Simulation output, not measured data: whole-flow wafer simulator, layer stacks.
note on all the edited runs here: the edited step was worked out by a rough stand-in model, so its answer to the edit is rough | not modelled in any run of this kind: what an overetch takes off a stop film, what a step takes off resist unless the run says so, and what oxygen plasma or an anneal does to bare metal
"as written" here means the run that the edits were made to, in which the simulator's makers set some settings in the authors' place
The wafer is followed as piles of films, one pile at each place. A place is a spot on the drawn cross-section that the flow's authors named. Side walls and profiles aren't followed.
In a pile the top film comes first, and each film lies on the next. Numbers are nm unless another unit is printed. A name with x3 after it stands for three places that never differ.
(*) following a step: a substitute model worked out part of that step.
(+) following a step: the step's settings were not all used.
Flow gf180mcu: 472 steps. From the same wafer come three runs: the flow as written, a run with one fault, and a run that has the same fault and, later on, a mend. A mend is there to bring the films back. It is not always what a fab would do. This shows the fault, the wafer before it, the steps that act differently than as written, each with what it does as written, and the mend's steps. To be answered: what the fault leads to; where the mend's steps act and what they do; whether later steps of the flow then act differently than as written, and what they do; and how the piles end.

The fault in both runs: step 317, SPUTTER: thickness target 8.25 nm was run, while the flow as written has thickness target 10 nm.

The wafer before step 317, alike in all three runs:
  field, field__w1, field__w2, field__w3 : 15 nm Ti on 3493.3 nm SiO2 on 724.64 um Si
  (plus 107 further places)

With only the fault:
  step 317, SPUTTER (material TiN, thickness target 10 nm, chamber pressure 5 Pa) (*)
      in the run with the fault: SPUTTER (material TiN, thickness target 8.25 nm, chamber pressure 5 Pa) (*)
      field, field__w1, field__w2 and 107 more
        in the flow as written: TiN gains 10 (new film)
        in the run with the fault: TiN gains 8.25 (new film)
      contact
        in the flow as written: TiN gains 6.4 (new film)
        in the run with the fault: TiN gains 5.29 (new film)
  Later steps of the flow acting differently than as written (1 other step is not shown; it differs only slightly, by no more than 2% or 0.5 nm, whichever is larger):
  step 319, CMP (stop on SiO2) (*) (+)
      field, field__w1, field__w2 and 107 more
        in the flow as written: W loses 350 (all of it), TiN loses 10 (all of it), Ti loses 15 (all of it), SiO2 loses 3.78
        in the run with the fault: W loses 350 (all of it), TiN loses 8.25 (all of it), Ti loses 15 (all of it), SiO2 loses 3.77
  The piles end different from the flow's at contact by more than 2% or 0.5 nm, whichever is larger.
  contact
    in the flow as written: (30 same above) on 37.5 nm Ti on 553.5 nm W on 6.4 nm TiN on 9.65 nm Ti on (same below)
    in the run with the fault: (30 same above) on 37.5 nm Ti on 554.6 nm W on 5.29 nm TiN on 9.65 nm Ti on (same below)

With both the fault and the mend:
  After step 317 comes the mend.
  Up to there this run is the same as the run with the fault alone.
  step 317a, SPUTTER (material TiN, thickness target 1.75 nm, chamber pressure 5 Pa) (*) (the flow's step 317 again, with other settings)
      field, field__w1, field__w2 and 107 more
        TiN gains 1.75
      contact
        TiN gains 1.12
  Every later step of the flow that is run acts as written at every place that is followed.
  By the end, the piles equal the flow's at every place that both follow.
